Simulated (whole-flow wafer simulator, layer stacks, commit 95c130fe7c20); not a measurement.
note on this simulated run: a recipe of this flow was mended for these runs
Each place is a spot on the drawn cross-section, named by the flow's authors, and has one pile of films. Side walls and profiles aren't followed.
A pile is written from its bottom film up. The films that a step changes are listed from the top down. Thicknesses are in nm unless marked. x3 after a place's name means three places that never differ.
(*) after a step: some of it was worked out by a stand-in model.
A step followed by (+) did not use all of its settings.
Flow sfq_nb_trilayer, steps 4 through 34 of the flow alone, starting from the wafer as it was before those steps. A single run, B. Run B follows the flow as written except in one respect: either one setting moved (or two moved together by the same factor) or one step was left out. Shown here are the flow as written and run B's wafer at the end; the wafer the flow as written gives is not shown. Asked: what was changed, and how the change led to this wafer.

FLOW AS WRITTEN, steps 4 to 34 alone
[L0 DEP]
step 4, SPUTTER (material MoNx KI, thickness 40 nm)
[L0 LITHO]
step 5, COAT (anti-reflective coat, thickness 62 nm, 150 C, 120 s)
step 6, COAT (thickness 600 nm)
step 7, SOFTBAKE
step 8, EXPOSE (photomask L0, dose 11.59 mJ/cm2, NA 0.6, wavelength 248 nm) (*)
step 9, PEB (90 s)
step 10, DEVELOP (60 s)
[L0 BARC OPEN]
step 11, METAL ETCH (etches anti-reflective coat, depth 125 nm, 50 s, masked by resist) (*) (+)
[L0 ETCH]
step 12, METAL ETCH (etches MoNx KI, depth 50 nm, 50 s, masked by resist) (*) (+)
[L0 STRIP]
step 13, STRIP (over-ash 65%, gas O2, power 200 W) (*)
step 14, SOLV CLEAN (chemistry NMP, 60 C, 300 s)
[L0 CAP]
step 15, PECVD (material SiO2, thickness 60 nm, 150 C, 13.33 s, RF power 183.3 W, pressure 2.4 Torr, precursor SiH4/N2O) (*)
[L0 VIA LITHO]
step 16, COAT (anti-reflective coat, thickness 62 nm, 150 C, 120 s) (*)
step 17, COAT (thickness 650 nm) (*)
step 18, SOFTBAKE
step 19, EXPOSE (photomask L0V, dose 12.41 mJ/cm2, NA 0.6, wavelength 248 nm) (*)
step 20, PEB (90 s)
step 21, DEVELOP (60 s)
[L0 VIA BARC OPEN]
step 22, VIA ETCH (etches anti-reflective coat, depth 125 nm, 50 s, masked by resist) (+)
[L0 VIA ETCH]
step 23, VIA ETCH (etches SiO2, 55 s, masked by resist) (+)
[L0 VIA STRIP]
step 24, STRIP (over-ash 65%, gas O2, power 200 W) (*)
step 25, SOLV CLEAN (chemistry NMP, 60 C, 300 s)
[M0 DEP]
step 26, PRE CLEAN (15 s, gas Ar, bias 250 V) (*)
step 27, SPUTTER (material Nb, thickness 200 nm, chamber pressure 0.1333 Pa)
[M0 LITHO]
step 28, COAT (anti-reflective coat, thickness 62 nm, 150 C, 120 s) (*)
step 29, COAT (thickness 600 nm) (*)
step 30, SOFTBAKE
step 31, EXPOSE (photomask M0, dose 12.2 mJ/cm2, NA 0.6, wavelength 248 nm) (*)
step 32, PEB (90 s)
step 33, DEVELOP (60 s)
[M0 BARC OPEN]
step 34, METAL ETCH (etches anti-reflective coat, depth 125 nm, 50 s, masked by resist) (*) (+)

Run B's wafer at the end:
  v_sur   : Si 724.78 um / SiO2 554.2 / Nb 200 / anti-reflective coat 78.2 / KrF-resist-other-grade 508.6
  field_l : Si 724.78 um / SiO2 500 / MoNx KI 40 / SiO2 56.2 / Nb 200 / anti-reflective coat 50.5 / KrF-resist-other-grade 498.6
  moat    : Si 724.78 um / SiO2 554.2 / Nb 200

What caused this: step 26, PRE CLEAN: 11.4 s was run, though the flow has 15 s.

Step by step, how the change led to this:
  step 26, PRE CLEAN (15 s, gas Ar, bias 250 V) (*)
      field_l, v_sur, via_wl and 102 more: SiO2 loses 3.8 (in the flow as written it would be: SiO2 loses 5)
      l0v: MoNx KI loses 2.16 (in the flow as written it would be: MoNx KI loses 2.91)
